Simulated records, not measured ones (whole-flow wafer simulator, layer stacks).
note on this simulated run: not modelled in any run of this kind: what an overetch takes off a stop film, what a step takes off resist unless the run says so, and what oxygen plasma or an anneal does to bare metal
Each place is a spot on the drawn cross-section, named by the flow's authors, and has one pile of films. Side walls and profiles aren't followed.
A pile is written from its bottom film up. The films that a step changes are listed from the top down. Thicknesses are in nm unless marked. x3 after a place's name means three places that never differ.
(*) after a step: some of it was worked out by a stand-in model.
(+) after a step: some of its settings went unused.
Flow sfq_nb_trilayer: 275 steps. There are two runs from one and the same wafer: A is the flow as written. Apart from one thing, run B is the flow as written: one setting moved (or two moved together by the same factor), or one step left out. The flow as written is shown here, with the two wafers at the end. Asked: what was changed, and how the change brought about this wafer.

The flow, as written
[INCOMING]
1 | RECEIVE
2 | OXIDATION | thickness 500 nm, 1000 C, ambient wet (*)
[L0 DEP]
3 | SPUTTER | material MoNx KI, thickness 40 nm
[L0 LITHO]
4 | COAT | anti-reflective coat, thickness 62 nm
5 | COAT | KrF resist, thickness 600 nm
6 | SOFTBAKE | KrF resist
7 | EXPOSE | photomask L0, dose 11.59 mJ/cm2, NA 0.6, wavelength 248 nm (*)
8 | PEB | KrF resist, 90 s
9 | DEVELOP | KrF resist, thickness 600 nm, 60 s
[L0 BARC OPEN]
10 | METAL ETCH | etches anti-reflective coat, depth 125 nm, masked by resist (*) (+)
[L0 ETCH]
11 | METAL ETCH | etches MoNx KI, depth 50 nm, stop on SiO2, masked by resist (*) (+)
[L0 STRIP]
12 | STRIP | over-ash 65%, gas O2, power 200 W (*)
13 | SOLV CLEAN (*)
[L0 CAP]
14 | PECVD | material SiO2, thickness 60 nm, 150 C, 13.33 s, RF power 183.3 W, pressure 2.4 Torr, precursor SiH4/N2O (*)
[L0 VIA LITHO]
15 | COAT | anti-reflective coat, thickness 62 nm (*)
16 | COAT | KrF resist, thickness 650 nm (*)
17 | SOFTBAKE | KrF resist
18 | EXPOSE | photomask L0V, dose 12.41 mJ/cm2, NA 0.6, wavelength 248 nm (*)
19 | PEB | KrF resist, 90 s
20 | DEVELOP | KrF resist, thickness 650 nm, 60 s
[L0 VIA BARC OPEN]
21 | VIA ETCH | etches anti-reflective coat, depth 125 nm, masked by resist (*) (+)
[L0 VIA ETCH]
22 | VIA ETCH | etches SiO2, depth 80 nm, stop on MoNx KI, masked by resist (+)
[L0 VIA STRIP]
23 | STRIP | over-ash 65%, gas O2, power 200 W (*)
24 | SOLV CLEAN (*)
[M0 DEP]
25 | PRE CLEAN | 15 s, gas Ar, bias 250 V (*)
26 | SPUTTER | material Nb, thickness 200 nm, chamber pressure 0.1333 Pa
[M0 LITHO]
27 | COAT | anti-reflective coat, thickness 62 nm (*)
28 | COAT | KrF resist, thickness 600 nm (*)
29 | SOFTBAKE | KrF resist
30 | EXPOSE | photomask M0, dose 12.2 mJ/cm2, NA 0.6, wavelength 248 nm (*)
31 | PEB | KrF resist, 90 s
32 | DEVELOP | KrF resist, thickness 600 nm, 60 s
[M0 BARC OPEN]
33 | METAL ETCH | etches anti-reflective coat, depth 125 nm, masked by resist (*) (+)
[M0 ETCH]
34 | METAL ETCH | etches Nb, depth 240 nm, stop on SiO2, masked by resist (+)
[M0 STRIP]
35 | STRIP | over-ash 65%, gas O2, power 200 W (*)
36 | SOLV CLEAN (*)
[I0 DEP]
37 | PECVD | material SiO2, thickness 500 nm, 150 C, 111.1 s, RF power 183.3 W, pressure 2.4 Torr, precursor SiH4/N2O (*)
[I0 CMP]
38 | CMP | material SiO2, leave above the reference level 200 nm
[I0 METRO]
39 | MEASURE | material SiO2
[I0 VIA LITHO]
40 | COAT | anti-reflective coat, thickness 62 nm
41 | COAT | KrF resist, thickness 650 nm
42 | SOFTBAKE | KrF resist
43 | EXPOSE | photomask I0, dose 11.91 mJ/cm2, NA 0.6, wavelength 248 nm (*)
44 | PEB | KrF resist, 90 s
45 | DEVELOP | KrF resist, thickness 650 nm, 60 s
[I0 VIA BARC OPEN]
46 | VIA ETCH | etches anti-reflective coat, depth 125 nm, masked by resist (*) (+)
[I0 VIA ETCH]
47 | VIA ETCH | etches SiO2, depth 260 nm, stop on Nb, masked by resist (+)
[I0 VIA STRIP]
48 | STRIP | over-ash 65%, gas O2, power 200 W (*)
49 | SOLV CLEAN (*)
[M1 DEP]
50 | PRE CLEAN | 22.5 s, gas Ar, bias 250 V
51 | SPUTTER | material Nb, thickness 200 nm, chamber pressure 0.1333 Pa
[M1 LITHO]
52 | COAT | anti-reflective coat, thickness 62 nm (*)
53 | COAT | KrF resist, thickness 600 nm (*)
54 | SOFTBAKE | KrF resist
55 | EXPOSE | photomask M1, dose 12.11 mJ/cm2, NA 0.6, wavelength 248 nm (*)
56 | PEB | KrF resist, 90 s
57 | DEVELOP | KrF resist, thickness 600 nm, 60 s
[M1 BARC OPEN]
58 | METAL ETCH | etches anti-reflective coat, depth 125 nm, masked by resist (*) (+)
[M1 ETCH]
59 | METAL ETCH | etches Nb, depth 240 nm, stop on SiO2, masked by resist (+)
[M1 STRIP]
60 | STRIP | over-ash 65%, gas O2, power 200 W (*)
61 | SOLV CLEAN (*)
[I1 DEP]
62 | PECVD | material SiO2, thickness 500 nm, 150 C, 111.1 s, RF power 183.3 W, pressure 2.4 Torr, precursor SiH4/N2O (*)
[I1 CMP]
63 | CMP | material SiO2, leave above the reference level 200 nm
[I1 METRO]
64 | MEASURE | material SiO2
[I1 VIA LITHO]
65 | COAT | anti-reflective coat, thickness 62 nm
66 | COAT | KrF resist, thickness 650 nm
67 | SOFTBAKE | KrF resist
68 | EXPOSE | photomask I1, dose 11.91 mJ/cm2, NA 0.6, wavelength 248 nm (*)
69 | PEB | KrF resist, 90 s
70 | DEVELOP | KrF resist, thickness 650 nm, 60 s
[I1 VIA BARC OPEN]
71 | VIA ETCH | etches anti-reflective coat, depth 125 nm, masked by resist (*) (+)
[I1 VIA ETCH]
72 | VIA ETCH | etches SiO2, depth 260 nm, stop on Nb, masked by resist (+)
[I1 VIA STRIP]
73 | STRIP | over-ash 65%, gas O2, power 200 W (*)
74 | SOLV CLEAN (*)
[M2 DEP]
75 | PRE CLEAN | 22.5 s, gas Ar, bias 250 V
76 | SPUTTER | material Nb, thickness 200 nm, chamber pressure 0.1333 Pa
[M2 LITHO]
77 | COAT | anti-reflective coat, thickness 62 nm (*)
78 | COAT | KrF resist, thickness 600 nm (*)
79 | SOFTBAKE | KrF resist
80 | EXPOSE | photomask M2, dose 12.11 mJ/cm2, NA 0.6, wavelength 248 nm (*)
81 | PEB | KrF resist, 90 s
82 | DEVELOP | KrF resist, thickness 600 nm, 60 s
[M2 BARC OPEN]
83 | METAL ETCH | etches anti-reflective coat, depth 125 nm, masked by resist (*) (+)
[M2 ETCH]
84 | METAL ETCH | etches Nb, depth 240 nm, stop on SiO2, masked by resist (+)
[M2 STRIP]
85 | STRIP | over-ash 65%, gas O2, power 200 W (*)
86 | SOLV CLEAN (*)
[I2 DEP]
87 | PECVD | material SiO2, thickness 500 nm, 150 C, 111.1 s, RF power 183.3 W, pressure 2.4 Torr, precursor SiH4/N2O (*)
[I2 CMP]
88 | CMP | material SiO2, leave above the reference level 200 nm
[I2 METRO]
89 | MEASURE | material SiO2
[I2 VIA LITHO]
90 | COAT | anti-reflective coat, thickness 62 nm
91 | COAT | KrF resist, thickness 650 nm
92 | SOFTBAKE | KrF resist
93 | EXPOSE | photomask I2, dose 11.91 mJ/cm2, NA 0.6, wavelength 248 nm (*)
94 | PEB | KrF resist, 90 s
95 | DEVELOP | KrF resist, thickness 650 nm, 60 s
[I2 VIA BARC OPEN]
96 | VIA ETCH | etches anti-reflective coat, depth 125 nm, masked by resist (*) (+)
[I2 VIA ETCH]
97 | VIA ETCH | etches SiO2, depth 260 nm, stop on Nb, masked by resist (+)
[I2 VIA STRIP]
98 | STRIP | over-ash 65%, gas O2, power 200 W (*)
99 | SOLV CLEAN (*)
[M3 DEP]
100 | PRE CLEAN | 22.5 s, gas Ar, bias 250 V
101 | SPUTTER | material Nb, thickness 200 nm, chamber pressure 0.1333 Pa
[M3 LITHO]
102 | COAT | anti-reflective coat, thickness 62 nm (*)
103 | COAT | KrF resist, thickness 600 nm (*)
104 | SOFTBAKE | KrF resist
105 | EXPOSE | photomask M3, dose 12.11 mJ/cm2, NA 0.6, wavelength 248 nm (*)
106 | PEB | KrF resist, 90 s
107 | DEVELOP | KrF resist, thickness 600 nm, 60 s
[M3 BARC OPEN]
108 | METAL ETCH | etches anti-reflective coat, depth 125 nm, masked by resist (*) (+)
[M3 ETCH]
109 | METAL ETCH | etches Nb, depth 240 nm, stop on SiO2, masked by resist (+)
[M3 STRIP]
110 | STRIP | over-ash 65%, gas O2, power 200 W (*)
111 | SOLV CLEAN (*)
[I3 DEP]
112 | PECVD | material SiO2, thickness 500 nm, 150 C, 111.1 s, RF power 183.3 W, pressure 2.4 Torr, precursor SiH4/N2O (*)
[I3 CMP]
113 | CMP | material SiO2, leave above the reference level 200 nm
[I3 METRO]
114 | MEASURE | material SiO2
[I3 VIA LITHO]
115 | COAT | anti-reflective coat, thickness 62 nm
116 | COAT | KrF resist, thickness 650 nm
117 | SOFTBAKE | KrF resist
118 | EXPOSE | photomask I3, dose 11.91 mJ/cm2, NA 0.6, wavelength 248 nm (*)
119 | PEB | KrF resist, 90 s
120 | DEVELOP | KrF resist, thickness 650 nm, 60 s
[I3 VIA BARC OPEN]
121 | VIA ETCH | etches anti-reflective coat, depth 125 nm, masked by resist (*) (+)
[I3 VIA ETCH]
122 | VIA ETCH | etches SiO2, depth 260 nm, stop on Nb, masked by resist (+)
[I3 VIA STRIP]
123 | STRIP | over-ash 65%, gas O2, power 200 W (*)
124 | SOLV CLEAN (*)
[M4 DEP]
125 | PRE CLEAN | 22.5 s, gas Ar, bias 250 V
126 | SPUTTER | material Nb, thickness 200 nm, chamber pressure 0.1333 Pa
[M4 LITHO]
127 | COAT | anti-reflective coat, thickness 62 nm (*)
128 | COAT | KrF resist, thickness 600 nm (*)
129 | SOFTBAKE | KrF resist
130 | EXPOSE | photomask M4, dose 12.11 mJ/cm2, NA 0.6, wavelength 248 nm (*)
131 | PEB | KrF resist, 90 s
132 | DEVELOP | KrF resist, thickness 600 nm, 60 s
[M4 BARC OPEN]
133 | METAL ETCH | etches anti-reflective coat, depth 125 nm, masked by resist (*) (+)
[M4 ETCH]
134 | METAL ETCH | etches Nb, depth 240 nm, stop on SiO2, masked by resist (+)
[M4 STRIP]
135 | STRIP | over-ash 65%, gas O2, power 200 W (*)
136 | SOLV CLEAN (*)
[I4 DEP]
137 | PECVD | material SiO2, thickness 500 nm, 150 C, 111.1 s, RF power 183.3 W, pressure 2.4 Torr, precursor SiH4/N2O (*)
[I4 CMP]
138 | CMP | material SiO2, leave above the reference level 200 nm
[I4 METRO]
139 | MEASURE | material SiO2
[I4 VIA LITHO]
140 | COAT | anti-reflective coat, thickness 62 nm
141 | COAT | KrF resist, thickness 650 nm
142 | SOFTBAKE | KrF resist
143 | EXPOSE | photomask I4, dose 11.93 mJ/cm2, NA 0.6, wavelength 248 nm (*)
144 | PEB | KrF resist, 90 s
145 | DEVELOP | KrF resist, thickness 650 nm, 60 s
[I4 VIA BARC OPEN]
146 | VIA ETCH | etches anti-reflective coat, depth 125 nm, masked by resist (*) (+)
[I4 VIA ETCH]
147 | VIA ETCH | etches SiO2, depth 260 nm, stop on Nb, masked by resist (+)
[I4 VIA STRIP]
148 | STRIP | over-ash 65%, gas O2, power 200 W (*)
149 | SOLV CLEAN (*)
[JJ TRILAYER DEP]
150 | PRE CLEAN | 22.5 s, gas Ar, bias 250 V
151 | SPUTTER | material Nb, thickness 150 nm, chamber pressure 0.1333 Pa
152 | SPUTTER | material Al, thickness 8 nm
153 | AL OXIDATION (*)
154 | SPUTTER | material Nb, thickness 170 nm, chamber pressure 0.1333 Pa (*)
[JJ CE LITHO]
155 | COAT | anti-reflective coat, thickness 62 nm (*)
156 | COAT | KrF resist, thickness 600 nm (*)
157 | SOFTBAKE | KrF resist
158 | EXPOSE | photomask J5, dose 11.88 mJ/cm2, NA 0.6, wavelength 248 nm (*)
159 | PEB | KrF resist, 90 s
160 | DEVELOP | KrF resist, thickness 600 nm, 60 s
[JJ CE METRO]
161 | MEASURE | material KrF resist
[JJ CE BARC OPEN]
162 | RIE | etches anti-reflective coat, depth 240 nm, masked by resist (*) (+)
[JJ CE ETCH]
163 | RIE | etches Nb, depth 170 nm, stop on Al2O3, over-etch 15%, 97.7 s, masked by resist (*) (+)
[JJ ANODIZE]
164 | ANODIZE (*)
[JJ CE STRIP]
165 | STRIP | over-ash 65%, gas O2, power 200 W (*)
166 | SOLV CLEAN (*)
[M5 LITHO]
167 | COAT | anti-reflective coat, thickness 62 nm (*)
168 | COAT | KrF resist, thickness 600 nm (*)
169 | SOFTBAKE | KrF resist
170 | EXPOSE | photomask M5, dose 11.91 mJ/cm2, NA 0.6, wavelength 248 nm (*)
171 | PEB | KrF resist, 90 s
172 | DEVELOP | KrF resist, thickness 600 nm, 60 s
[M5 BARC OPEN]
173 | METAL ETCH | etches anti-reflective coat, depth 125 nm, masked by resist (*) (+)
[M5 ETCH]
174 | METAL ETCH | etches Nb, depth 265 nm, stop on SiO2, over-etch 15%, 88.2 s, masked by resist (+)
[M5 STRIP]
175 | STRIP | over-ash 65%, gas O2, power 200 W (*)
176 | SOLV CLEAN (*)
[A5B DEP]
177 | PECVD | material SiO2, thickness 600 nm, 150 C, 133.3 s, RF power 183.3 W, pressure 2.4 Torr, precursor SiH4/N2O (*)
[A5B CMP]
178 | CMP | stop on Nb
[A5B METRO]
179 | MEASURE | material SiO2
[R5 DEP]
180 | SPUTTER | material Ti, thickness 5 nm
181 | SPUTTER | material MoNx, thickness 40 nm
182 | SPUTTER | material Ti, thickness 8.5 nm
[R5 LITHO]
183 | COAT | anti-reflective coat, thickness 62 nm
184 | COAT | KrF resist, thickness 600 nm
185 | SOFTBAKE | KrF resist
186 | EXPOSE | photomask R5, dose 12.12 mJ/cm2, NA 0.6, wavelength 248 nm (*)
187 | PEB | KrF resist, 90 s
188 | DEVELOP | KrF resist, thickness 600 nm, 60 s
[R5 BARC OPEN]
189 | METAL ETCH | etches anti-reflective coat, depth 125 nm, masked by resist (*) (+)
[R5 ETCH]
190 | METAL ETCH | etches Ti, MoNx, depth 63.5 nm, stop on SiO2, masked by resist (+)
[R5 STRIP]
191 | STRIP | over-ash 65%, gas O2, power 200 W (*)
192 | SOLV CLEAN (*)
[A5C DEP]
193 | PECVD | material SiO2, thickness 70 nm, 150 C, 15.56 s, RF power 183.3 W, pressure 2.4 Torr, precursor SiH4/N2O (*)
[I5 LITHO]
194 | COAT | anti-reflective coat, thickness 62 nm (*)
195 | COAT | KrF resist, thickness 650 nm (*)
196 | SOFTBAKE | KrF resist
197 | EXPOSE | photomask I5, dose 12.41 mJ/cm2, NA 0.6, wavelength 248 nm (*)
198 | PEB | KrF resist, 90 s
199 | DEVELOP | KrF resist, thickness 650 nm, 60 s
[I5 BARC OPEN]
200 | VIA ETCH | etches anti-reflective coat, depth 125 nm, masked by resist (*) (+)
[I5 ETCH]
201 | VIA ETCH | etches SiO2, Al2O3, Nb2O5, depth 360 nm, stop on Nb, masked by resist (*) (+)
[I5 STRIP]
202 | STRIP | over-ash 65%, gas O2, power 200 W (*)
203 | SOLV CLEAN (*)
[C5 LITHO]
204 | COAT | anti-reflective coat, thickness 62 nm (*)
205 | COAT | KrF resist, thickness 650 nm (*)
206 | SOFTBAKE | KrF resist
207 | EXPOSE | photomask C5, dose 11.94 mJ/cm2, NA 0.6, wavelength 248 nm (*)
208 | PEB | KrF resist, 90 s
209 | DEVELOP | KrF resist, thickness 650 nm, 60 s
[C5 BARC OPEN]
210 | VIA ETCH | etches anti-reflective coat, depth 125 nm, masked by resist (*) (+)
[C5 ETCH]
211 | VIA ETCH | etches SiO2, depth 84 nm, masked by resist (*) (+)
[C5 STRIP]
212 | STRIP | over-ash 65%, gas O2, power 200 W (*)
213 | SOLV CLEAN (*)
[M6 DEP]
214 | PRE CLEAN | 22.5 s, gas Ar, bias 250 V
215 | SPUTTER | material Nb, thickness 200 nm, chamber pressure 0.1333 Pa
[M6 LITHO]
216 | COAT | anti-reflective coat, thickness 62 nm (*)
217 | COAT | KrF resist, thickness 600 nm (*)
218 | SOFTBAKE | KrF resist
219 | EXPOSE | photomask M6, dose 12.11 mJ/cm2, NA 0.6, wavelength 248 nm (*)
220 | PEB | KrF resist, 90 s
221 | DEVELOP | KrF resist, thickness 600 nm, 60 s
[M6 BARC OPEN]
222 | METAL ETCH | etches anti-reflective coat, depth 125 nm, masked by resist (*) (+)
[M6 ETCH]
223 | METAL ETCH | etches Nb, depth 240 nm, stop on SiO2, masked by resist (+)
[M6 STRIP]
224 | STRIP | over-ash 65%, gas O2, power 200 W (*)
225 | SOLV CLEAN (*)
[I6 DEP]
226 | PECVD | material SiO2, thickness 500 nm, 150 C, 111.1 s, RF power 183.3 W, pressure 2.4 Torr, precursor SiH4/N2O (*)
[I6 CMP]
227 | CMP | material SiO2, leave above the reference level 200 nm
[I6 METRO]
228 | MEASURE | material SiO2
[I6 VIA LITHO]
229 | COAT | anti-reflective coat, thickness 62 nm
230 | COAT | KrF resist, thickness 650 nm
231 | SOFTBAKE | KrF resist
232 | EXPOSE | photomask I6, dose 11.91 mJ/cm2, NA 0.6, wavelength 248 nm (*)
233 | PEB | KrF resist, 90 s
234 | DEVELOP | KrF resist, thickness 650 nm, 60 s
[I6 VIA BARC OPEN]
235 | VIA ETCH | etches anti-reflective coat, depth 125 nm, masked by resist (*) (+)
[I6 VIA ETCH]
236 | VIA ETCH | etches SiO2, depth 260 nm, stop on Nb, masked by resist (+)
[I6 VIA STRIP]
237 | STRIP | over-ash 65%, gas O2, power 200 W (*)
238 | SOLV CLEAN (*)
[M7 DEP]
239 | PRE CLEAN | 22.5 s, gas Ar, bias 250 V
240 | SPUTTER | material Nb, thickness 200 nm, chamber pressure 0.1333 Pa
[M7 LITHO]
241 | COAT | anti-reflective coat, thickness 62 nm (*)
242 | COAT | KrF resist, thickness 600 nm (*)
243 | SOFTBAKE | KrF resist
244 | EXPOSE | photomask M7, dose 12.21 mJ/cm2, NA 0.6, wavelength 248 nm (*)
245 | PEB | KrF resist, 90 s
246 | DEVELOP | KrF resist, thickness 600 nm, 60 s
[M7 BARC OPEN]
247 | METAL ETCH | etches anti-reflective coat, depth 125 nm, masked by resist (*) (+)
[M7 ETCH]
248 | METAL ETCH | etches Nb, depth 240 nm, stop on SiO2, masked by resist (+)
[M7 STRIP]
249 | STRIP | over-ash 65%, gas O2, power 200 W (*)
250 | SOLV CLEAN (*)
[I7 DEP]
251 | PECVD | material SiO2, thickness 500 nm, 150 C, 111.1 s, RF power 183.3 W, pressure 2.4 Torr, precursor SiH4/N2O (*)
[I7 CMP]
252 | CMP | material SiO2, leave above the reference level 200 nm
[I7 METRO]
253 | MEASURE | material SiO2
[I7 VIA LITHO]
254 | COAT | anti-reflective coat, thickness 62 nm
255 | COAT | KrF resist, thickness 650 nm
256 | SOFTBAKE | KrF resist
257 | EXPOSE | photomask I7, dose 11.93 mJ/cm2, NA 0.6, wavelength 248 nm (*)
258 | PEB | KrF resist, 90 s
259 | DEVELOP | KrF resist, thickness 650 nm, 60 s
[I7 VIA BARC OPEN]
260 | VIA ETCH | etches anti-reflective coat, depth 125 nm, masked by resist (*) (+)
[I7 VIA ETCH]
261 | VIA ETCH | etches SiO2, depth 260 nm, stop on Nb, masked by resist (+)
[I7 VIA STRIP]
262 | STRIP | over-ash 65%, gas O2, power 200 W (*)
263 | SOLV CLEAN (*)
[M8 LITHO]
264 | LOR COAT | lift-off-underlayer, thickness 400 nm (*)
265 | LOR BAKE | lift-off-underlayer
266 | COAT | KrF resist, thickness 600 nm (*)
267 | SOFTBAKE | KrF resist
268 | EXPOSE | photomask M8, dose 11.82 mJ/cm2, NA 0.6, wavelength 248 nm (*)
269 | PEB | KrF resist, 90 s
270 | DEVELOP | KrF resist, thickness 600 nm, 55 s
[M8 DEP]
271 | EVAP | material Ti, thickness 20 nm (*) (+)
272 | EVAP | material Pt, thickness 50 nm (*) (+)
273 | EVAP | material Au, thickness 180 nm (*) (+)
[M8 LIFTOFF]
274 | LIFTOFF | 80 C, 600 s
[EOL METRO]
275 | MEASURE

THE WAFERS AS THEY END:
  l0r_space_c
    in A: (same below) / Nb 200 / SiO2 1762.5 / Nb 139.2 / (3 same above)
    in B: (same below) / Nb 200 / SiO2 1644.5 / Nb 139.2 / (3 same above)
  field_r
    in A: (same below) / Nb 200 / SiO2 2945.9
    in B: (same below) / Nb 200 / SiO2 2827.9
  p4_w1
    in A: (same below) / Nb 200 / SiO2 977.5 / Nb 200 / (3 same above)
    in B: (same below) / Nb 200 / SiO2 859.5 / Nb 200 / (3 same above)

What caused this: step 76, SPUTTER: thickness 82 nm was run, while the flow as written has thickness 200 nm.

How this came from the change, step by step:
  76 | SPUTTER | material Nb, thickness 200 nm, chamber pressure 0.1333 Pa
      field_l, v_sur, via_wl and 102 more: A Nb gains 200 (new film) | B Nb gains 82 (new film)
      via_v: A Nb gains 174.5 | B Nb gains 72.2
  77 | COAT | anti-reflective coat, thickness 62 nm (*)
      via_v: A anti-reflective coat gains 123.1 (new film) | B anti-reflective coat gains 118.2 (new film)
  84 | METAL ETCH | etches Nb, depth 240 nm, stop on SiO2, masked by resist (+)
      field_l, be, be_sur and 81 more: A Nb loses 200 (all of it) | B Nb loses 82 (all of it)
      v_sur, via_wl, via_w and 19 more: A KrF resist loses 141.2 | B KrF resist loses 72.4
  85 | STRIP | over-ash 65%, gas O2, power 200 W (*)
      wl_j_sl, wl_jj, wl_j_sr and 12 more: A KrF resist loses 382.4 (all of it), anti-reflective coat loses 62 (all of it) | B KrF resist loses 451.2 (all of it), anti-reflective coat loses 62 (all of it)
      v_sur: A KrF resist loses 380 (all of it), anti-reflective coat loses 61.4 (all of it) | B KrF resist loses 449.1 (all of it), anti-reflective coat loses 61.4 (all of it)
      (also at 6 further places)
  87 | PECVD | material SiO2, thickness 500 nm, 150 C, 111.1 s, RF power 183.3 W, pressure 2.4 Torr, precursor SiH4/N2O (*)
      via_v: A SiO2 gains 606 (new film) | B SiO2 gains 577.3 (new film)
  88 | CMP | material SiO2, leave above the reference level 200 nm
      field_l, be, be_sur and 81 more: A SiO2 loses 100 | B SiO2 loses 218
      via_v: A SiO2 loses 181.6 | B SiO2 loses 168.6
